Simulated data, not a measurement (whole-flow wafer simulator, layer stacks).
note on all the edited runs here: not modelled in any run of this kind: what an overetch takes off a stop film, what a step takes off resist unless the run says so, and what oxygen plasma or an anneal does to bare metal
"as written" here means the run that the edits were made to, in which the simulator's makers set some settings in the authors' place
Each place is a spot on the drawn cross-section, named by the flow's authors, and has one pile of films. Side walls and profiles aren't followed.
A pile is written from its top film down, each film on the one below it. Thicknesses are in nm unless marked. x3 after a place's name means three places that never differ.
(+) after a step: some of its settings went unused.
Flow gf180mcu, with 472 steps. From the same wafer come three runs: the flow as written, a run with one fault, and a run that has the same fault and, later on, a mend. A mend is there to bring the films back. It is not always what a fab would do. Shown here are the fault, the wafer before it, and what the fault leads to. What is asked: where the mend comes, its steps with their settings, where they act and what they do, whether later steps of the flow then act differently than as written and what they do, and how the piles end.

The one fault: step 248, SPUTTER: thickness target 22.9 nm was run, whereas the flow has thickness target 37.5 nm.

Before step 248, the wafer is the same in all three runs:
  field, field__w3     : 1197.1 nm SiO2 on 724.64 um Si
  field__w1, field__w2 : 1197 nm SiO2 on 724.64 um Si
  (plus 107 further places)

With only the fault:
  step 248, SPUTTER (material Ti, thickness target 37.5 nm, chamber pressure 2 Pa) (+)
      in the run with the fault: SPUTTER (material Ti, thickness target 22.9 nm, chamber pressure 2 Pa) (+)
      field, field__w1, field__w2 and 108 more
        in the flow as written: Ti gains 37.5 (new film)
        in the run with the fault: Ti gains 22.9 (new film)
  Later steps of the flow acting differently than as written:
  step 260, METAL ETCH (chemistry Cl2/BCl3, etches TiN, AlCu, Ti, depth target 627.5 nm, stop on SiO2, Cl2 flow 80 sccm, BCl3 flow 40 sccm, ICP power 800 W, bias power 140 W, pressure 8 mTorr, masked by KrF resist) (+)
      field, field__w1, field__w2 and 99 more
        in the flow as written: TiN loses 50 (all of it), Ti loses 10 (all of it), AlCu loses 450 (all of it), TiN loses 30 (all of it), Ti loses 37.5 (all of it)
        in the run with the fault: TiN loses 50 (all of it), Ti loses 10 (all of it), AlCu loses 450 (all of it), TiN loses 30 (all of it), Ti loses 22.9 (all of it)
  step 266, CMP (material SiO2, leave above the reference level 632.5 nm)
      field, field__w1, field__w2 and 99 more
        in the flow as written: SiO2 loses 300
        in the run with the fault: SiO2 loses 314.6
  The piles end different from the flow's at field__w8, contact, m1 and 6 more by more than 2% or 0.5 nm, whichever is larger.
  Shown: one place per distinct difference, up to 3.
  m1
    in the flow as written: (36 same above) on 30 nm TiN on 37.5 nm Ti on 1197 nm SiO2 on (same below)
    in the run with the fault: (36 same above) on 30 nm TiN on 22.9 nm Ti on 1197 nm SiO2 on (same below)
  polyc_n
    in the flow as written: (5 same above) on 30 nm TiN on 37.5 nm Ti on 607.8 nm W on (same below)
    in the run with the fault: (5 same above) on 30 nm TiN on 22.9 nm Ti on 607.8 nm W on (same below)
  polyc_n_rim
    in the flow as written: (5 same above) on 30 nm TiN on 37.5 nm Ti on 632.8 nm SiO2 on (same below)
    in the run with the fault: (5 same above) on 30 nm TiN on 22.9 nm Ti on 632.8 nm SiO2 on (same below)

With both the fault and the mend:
  After step 248 comes the mend.
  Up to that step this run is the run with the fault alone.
  step 248a, SPUTTER (material Ti, thickness target 14.6 nm, chamber pressure 2 Pa) (+) (the flow's step 248 again, with other settings)
      field, field__w1, field__w2 and 108 more
        Ti gains 14.6
  Every later step of the flow that is run acts as written at every place that is followed.
  The piles end the same as the flow's at every place that both follow.
